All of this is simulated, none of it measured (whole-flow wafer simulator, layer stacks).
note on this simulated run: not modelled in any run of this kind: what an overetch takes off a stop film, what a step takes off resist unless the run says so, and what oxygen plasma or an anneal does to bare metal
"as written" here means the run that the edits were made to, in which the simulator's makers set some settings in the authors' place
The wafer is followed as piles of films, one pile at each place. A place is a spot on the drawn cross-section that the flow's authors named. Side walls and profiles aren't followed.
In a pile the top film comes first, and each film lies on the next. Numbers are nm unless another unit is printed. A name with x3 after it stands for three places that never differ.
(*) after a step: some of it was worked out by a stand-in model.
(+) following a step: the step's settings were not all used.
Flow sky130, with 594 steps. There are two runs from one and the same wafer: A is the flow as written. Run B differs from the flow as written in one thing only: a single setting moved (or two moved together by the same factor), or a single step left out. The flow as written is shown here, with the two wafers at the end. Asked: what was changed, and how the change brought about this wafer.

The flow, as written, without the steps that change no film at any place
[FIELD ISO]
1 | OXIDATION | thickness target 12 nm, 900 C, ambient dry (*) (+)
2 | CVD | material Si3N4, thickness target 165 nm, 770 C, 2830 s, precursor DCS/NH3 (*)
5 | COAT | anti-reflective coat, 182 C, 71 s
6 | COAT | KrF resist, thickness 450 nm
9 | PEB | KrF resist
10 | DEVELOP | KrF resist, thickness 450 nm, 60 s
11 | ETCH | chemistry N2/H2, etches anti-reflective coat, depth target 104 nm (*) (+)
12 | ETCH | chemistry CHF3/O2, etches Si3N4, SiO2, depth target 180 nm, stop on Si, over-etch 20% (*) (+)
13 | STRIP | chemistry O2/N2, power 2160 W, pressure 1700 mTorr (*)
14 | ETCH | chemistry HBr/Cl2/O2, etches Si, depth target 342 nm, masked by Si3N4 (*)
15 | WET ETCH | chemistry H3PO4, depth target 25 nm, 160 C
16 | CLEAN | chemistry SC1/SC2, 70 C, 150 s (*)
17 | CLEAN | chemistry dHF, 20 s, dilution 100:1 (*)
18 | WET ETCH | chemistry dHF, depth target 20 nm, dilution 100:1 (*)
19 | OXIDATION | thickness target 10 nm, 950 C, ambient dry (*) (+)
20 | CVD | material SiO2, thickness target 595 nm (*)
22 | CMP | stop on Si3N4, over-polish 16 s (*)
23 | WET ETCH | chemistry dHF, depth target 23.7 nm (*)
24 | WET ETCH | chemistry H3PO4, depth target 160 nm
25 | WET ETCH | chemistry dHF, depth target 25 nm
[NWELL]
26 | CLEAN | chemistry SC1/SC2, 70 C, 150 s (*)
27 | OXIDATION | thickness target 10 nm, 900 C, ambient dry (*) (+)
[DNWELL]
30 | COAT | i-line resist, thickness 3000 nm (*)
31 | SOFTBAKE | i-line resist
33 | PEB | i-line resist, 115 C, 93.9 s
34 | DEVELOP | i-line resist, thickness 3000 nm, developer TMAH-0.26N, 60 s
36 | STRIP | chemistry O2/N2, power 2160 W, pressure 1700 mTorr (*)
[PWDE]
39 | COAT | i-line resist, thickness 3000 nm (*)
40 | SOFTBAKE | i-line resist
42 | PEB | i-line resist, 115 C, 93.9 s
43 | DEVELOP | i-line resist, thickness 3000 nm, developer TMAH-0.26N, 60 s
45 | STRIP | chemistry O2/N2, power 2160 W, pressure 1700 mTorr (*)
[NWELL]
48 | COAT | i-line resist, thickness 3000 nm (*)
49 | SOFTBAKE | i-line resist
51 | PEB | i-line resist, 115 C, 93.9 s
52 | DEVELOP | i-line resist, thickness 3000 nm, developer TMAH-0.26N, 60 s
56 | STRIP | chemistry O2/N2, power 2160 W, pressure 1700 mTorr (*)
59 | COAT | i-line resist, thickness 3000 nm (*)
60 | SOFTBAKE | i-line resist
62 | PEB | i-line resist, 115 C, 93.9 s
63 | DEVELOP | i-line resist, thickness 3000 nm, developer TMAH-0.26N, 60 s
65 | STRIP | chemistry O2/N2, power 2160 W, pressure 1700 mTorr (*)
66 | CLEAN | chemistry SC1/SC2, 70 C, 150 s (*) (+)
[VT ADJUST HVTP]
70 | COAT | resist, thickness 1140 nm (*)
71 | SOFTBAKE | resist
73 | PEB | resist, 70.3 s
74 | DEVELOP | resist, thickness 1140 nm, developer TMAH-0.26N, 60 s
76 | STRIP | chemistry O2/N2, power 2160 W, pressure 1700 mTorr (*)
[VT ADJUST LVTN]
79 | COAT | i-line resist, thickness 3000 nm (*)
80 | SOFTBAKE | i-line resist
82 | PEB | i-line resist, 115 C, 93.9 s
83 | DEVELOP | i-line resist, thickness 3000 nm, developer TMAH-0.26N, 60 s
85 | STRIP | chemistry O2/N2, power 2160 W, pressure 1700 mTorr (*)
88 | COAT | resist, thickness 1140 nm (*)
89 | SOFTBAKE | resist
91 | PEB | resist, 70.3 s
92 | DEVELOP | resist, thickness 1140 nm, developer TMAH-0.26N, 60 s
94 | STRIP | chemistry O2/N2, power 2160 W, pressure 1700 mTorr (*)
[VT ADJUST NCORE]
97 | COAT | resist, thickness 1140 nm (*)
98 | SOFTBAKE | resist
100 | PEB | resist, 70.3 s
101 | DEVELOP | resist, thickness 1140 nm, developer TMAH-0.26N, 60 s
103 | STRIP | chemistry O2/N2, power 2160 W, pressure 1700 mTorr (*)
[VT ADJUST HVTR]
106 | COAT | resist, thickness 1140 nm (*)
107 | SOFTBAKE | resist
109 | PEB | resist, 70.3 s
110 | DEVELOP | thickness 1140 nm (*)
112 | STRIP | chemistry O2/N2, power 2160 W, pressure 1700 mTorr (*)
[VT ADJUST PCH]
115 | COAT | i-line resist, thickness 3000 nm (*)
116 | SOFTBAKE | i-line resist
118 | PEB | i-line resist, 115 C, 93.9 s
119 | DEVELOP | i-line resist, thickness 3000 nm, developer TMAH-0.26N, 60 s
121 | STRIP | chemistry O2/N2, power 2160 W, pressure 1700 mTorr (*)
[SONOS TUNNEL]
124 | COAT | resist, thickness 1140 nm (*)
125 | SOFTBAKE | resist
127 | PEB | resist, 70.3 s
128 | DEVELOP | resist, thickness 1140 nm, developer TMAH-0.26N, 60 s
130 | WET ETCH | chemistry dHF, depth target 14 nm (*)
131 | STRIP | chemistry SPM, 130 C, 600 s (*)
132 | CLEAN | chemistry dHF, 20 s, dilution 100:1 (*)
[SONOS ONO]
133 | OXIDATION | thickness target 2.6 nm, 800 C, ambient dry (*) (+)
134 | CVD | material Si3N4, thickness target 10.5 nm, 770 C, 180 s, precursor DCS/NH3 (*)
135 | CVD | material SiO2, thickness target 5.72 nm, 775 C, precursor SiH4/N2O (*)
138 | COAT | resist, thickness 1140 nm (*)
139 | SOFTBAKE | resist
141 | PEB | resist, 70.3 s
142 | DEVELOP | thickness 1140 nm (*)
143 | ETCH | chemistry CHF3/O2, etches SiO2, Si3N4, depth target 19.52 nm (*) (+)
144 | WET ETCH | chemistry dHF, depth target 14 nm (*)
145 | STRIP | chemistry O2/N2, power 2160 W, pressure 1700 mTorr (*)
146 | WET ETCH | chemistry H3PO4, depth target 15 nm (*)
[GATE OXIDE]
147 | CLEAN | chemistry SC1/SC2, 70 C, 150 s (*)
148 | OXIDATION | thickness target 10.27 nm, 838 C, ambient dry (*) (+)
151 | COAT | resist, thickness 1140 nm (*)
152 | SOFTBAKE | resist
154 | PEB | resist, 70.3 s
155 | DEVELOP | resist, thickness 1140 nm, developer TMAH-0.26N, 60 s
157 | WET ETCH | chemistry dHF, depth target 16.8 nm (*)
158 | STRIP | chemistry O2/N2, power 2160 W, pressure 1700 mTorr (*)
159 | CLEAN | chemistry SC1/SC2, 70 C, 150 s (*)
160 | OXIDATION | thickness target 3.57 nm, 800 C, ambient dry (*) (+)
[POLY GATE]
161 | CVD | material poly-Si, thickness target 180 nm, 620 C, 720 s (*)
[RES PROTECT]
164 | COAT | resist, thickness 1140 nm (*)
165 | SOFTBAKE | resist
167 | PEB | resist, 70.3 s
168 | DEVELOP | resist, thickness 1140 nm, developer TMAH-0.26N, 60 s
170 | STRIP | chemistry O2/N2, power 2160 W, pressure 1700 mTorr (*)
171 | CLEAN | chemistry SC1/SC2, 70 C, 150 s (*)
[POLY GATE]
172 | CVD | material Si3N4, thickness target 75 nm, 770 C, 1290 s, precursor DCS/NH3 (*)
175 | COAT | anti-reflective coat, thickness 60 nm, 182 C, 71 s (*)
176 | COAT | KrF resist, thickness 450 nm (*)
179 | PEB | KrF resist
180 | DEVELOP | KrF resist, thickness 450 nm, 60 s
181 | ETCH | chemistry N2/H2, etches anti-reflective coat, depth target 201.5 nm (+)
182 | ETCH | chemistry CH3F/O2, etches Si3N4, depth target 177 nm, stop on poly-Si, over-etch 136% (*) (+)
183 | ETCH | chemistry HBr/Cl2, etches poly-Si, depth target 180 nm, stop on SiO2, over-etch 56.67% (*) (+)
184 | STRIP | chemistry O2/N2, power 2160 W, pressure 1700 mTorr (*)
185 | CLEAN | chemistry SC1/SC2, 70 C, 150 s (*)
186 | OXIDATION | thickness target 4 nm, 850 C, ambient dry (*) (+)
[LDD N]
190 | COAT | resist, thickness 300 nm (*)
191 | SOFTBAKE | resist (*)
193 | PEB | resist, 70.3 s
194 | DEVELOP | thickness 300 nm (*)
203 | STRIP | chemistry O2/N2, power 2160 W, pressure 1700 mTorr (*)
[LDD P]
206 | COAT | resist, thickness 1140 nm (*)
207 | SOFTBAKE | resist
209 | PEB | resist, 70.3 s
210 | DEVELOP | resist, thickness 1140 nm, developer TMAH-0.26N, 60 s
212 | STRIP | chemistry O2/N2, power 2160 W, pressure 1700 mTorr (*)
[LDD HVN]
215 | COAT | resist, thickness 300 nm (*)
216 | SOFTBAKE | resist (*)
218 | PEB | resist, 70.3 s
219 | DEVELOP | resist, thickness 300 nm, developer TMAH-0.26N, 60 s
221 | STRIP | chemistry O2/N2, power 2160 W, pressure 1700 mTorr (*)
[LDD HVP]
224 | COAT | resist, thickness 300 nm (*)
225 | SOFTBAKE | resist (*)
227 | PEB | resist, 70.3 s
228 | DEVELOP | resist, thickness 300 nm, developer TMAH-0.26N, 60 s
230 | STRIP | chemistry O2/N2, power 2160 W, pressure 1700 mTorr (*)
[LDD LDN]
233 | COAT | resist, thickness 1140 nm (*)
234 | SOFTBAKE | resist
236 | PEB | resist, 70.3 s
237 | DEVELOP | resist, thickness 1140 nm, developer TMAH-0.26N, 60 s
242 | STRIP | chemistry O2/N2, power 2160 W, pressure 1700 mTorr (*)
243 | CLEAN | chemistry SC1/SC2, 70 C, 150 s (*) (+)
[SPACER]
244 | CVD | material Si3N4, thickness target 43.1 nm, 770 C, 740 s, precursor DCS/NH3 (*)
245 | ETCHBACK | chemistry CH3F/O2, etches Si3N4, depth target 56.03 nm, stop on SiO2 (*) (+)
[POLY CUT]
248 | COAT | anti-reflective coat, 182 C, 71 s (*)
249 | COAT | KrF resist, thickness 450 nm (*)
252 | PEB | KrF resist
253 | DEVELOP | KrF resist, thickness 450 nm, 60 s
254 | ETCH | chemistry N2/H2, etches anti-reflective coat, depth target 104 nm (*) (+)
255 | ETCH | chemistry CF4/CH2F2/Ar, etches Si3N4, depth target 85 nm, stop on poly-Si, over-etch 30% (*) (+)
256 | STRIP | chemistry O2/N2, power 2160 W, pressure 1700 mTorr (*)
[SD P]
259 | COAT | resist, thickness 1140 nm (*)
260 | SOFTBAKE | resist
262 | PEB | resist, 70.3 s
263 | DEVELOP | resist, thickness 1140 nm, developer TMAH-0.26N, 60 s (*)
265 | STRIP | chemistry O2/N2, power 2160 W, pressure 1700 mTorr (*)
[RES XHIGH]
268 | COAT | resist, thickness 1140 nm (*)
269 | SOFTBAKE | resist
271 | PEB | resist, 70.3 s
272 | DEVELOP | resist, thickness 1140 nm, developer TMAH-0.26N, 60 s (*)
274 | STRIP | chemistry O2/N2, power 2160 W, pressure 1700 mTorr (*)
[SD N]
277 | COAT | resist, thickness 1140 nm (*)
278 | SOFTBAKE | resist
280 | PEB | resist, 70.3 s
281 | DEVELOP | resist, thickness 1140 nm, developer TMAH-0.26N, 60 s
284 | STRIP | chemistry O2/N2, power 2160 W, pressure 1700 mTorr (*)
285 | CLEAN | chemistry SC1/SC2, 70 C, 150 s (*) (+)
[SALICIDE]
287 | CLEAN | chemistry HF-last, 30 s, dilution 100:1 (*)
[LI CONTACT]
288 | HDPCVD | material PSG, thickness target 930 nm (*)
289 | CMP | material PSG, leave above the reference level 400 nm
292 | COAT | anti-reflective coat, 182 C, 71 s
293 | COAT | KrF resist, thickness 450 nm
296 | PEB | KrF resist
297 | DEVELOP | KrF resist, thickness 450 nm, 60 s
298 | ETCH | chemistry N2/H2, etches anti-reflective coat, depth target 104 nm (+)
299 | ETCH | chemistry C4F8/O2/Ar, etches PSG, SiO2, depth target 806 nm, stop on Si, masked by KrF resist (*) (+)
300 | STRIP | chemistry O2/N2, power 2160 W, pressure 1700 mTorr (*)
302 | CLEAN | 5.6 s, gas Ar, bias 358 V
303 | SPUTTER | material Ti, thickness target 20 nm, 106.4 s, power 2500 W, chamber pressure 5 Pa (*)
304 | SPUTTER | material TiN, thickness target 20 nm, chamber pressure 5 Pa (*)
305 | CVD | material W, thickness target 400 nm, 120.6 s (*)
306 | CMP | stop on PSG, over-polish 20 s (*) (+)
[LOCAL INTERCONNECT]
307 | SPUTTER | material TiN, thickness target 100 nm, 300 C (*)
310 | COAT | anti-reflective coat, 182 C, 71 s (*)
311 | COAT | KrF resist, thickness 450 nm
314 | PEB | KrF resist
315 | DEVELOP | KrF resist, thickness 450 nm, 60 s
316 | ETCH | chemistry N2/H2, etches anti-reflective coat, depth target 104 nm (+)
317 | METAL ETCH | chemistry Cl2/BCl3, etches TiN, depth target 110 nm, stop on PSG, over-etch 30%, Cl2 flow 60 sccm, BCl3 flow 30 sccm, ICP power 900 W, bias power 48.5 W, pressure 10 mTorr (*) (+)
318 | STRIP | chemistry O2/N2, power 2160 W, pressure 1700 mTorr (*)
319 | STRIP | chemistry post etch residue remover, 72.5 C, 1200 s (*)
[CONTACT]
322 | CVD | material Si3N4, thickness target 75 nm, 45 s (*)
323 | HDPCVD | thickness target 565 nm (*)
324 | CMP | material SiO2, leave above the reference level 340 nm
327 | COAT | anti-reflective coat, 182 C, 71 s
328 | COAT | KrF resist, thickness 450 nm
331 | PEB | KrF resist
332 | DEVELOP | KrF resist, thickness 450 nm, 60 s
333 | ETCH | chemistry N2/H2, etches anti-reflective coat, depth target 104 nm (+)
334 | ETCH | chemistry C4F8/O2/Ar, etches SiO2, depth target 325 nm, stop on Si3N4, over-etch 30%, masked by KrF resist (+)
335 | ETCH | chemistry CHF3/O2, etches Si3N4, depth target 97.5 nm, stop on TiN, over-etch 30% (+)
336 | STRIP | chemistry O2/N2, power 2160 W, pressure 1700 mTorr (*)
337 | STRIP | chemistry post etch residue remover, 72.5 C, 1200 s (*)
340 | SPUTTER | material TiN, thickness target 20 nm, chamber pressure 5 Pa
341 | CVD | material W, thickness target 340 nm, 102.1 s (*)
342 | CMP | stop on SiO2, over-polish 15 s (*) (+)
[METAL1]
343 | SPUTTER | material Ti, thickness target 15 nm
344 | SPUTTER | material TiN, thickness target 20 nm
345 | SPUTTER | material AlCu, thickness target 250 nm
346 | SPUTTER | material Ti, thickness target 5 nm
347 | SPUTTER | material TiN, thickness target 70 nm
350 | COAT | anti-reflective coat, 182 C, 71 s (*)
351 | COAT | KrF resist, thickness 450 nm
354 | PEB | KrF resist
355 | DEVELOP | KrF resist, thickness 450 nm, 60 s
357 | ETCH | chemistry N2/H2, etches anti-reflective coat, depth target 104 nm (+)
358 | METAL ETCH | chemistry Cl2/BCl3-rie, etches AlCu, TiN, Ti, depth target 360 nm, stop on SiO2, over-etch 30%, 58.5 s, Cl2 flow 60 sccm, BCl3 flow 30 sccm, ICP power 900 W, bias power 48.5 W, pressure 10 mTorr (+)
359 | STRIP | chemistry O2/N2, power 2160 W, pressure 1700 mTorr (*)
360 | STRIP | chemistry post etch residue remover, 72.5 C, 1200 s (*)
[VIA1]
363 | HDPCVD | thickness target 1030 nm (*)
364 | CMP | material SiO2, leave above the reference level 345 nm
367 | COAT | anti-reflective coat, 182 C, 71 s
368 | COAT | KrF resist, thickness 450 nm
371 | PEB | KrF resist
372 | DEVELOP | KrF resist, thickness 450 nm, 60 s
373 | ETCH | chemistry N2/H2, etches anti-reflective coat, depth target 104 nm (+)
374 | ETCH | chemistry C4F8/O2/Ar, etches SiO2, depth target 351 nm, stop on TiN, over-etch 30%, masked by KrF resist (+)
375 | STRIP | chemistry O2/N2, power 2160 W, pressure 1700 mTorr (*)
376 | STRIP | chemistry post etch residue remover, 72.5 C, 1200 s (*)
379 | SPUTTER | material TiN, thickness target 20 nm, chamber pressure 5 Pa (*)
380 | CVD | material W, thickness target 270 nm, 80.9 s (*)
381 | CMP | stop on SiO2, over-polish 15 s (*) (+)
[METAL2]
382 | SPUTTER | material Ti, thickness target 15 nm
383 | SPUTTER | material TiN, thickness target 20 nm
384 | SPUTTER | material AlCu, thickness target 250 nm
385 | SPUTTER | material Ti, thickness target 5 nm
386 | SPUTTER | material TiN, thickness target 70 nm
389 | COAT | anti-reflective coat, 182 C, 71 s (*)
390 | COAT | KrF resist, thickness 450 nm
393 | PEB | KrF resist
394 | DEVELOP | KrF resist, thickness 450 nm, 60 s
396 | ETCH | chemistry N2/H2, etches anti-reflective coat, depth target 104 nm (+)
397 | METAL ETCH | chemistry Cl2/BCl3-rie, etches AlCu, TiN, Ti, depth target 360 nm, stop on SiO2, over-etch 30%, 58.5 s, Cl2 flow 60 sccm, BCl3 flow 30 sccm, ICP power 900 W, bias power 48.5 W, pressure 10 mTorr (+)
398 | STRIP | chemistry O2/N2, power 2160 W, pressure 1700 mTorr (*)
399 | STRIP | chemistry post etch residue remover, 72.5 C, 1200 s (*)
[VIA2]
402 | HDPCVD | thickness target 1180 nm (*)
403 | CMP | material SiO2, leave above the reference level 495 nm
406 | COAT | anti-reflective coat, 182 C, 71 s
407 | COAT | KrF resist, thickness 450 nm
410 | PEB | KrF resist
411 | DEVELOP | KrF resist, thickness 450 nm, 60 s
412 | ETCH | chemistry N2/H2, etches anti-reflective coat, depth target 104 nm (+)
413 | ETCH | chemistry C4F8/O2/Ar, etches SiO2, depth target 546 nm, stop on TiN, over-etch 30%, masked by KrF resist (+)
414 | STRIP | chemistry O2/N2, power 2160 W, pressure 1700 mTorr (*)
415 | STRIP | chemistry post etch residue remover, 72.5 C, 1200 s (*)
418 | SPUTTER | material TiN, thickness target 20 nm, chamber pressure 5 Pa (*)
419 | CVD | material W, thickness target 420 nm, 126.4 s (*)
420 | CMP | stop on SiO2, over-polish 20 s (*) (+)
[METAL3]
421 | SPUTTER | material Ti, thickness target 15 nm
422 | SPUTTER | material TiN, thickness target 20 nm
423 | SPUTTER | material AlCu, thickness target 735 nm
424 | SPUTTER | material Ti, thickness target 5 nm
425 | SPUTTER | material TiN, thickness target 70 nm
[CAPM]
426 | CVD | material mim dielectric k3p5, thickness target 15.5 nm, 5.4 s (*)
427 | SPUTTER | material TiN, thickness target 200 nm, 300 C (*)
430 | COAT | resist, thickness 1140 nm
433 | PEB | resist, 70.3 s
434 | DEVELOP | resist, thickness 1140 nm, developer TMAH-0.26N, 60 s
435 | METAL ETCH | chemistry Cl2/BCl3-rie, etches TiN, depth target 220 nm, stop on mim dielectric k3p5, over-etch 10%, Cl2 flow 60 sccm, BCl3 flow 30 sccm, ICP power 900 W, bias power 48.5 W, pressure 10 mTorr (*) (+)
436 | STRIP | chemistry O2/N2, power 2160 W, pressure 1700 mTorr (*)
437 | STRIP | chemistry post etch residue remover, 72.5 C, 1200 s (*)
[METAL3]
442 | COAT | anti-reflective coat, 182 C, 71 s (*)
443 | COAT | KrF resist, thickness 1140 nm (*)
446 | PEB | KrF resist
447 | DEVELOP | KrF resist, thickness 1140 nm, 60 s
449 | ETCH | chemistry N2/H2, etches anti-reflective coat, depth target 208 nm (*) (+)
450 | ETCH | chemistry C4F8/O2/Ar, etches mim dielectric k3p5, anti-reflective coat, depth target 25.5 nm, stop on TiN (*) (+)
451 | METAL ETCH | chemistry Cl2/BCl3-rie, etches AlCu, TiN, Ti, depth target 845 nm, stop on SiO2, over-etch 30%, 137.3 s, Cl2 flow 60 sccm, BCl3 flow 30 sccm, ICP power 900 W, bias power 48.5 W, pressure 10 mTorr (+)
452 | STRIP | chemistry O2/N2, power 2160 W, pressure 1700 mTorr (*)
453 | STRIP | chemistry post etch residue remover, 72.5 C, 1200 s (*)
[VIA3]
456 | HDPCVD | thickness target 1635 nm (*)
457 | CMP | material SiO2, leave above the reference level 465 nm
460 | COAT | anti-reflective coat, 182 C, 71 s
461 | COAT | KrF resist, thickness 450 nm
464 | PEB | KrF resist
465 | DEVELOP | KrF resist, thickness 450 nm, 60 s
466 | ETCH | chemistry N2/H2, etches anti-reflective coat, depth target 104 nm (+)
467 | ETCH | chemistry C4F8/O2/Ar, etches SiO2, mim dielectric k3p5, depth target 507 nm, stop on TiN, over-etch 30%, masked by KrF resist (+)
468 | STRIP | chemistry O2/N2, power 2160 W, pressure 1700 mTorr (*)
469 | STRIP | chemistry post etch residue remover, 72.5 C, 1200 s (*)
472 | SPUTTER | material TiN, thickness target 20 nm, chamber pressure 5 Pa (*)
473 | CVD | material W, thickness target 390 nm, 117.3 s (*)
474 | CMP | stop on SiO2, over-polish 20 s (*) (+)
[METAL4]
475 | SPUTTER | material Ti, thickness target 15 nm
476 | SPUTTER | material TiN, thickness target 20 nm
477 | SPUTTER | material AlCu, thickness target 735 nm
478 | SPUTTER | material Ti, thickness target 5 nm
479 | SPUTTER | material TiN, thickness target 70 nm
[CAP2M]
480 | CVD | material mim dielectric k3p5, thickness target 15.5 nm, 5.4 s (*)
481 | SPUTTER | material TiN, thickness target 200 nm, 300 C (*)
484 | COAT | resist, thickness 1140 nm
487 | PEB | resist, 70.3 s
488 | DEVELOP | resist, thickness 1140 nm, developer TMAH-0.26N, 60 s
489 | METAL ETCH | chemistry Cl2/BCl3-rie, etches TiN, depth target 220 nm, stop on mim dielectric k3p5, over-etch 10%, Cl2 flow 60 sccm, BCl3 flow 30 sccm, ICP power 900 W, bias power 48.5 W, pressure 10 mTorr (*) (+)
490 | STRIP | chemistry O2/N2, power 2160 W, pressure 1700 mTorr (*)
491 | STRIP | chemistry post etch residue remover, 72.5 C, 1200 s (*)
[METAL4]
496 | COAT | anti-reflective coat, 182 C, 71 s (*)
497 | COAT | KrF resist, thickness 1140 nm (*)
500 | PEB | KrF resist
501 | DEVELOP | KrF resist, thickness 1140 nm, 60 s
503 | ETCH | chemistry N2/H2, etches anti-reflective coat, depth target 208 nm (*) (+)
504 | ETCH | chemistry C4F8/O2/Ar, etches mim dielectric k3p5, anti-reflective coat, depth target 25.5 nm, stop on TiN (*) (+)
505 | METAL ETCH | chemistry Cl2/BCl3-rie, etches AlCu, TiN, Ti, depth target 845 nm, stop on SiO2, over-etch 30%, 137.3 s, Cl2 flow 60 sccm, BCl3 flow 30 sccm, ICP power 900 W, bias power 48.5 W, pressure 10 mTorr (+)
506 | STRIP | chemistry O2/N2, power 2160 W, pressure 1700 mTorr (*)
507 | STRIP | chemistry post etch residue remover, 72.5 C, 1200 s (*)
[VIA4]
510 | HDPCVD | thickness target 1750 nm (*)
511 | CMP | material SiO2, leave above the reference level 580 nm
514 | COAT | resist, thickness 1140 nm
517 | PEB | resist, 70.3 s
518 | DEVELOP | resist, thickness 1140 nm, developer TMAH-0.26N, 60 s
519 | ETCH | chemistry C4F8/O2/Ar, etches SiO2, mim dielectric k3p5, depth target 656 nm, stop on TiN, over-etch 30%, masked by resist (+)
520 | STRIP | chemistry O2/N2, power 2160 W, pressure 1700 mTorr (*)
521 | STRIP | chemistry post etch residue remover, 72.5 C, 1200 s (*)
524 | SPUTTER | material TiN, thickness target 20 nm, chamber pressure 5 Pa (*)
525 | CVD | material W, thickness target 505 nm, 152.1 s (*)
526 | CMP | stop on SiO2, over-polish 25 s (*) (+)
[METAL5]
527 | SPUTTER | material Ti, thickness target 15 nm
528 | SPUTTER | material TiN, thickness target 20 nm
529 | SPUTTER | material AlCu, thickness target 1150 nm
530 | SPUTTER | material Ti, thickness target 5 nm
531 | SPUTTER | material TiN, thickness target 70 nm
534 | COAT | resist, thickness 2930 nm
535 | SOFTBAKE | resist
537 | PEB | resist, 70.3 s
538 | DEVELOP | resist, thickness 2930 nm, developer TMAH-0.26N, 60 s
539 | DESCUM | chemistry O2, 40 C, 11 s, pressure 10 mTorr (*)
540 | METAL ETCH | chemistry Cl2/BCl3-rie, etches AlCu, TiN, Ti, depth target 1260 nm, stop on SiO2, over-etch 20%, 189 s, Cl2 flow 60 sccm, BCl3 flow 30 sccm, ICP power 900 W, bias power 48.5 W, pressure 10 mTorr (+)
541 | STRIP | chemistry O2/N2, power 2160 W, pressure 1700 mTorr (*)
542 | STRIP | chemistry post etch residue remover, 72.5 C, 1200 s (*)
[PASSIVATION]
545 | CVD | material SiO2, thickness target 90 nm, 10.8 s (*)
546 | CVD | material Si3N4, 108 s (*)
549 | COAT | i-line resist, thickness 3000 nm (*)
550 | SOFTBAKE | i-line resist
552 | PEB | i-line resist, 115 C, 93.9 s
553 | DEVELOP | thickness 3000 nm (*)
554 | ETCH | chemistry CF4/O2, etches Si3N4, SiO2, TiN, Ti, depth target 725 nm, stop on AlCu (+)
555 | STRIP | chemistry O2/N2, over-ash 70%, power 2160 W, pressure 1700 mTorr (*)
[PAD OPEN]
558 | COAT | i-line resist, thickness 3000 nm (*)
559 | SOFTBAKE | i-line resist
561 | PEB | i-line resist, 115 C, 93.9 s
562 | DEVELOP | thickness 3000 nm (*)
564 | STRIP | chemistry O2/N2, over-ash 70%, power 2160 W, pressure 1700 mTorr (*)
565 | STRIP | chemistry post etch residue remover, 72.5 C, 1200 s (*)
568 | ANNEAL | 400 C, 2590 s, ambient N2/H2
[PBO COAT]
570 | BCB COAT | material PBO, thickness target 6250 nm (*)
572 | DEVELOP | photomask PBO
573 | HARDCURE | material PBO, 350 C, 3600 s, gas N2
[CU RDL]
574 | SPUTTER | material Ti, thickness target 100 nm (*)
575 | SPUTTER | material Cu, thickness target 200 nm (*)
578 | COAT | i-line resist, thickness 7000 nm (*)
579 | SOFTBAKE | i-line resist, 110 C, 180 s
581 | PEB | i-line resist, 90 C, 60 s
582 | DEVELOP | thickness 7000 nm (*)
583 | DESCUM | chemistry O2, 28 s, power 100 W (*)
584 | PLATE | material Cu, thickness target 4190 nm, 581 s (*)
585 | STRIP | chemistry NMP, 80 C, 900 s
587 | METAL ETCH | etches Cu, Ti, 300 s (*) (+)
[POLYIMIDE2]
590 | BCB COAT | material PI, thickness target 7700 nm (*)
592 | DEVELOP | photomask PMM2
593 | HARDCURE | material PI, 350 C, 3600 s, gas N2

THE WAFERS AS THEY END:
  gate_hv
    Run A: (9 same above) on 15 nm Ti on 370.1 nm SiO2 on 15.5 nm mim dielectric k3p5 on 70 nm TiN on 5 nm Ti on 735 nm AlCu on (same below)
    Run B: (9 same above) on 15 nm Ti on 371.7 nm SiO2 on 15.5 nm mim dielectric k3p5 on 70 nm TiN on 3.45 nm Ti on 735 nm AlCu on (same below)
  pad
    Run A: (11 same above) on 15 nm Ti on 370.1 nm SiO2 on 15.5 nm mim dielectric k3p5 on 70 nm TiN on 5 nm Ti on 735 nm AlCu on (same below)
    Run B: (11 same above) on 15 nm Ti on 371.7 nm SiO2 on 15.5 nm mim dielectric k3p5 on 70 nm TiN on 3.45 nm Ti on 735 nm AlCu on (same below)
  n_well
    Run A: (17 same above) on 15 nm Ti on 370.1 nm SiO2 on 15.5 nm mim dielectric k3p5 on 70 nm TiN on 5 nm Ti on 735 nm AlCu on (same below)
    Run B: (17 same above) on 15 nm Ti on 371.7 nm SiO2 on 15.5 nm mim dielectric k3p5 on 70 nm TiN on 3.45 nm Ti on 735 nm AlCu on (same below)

The reason: step 424, SPUTTER: thickness target 3.45 nm was run, while the flow as written has thickness target 5 nm.
The wafer lets one read it off: gate_hv has Ti 3.45, and step 424 as written asks for 5 nm.

The path from the change to this, step by step:
  424 | SPUTTER | material Ti, thickness target 5 nm
      field, active, n_well and 188 more: A +5 Ti (new film) | B +3.45 Ti (new film)
  451 | METAL ETCH | chemistry Cl2/BCl3-rie, etches AlCu, TiN, Ti, depth target 845 nm, stop on SiO2, over-etch 30%, 137.3 s, Cl2 flow 60 sccm, BCl3 flow 30 sccm, ICP power 900 W, bias power 48.5 W, pressure 10 mTorr (+)
      field, gate, spacer and 68 more: A -70 TiN (all of it), -5 Ti (all of it), -735 AlCu (all of it), -20 TiN (all of it), -15 Ti (all of it), -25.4 SiO2 | B -70 TiN (all of it), -3.45 Ti (all of it), -735 AlCu (all of it), -20 TiN (all of it), -15 Ti (all of it), -25.5 SiO2
      active, vpp_ln, vpp_iso2 and 11 more: A -70 TiN (all of it), -5 Ti (all of it), -735 AlCu (all of it), -20 TiN (all of it), -15 Ti (all of it), -25.3 SiO2 | B -70 TiN (all of it), -3.45 Ti (all of it), -735 AlCu (all of it), -20 TiN (all of it), -15 Ti (all of it), -25.5 SiO2
